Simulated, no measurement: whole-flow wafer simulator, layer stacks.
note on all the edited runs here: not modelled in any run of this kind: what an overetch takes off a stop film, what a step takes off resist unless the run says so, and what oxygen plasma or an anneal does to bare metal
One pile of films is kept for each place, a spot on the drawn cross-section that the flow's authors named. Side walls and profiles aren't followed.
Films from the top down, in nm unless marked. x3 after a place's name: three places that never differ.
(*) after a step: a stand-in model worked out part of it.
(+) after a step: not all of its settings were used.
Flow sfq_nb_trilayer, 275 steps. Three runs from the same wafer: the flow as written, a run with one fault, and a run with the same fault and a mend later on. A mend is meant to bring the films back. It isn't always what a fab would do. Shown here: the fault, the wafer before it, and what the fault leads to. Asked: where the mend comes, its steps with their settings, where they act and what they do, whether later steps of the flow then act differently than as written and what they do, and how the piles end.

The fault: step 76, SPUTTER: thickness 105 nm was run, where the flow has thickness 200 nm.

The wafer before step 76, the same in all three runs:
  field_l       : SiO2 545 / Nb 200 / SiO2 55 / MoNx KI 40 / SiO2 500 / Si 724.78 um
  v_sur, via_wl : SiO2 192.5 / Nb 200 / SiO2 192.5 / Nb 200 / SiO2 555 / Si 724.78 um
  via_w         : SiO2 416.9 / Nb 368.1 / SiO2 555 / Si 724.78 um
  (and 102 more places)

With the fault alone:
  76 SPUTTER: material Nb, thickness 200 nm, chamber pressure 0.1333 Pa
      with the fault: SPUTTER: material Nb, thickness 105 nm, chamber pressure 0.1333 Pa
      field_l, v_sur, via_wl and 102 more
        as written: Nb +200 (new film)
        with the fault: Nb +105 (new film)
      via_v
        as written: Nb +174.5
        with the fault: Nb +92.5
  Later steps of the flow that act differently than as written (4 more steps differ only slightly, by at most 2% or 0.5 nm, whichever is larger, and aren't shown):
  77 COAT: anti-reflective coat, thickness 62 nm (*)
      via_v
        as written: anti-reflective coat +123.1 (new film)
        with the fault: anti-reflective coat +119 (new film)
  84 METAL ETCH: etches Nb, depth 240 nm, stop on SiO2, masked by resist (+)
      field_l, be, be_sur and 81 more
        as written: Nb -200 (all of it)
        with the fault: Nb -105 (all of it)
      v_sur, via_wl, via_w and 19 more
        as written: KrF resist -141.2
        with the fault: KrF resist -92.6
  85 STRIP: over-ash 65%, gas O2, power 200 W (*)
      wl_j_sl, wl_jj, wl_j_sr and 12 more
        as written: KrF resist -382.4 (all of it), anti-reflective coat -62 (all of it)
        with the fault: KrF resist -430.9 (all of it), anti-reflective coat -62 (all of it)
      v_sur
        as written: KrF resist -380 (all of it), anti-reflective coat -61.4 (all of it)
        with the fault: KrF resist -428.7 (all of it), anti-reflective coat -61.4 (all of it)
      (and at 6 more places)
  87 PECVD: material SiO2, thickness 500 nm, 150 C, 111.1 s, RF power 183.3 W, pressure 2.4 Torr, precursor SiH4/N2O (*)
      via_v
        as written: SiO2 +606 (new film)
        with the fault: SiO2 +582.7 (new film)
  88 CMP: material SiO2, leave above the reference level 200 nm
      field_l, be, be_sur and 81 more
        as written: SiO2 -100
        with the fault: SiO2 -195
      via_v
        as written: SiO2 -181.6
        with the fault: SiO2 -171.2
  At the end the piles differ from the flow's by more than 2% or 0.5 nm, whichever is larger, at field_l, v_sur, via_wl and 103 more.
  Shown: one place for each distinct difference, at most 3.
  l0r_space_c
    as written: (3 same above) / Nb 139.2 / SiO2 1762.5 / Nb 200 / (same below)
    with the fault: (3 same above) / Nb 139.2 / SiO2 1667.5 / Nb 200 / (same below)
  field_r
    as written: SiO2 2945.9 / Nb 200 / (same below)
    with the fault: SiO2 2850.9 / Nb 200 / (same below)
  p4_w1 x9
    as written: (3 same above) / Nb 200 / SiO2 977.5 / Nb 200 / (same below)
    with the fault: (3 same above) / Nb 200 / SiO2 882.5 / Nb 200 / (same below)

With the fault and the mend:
  The mend comes after step 82.
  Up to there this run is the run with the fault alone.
  82a STRIP: over-ash 65%, gas O2, power 200 W (*)
      p4_fl x3, p4_w1 x9, p4_g1 x2 and 48 more
        anti-reflective coat -62 (all of it)
      wl_j_sl, wl_jj, wl_j_sr and 12 more
        KrF resist -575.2 (all of it), anti-reflective coat -62 (all of it)
      moat, field_r, lsp_l and 6 more
        anti-reflective coat -61.8 (all of it)
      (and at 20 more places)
  82b SPUTTER: material Nb, thickness 95 nm, chamber pressure 0.1333 Pa (the flow's step 76 once more, with other settings)
      field_l, v_sur, via_wl and 102 more
        Nb +95
      via_v
        Nb +77.9
  82c COAT: anti-reflective coat, thickness 62 nm (*) (the flow's step 77 once more)
      p4_fl x3, p4_w1 x9, p4_g1 x2 and 63 more
        anti-reflective coat +62 (new film)
      moat, field_r, lsp_l and 6 more
        anti-reflective coat +61.8 (new film)
      be_r, r_sur, res, r_end
        anti-reflective coat +61.7 (new film)
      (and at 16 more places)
  82d COAT: KrF resist, thickness 600 nm (*) (the flow's step 78 once more)
      p4_fl x3, p4_w1 x9, p4_g1 x2 and 63 more
        KrF resist +600 (new film)
      field_r, lsp_l, ln_m5, l0v
        KrF resist +599.5 (new film)
      lsp_m, ln_m6, lsp_r, l0_sur
        KrF resist +599.6 (new film)
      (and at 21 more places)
  82e SOFTBAKE: KrF resist (the flow's step 79 once more)
      changes no film at any place that is followed
  82f EXPOSE: photomask M2, dose 12.11 mJ/cm2, NA 0.6, wavelength 248 nm (*) (the flow's step 80 once more)
      changes no film at any place that is followed
  82g PEB: KrF resist, 90 s (the flow's step 81 once more)
      field_l, v_sur, via_wl and 97 more
        KrF resist -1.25
      via_w, via_wr, via_sp, wire, be
        KrF resist -1.24
      via_v
        KrF resist -1.6
  82h DEVELOP: KrF resist, thickness 600 nm, 60 s (the flow's step 82 once more)
      p4_fl x3, p4_w1 x9, p4_g1 x2 and 48 more
        KrF resist -598.7 (all of it)
      v_sur, via_wl, via_w and 19 more
        KrF resist -23.5
      lsp_l, ln_m5, lsp_m, ln_m6, lsp_r, l0_sur, l0v
        KrF resist -598.3 (all of it)
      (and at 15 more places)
  No later step of the flow acts differently than as written, at any place that is followed, by more than 2% or 0.5 nm, whichever is larger.
  At the end the piles differ from the flow's only slightly at the places that both follow, by at most 2% or 0.5 nm, whichever is larger.
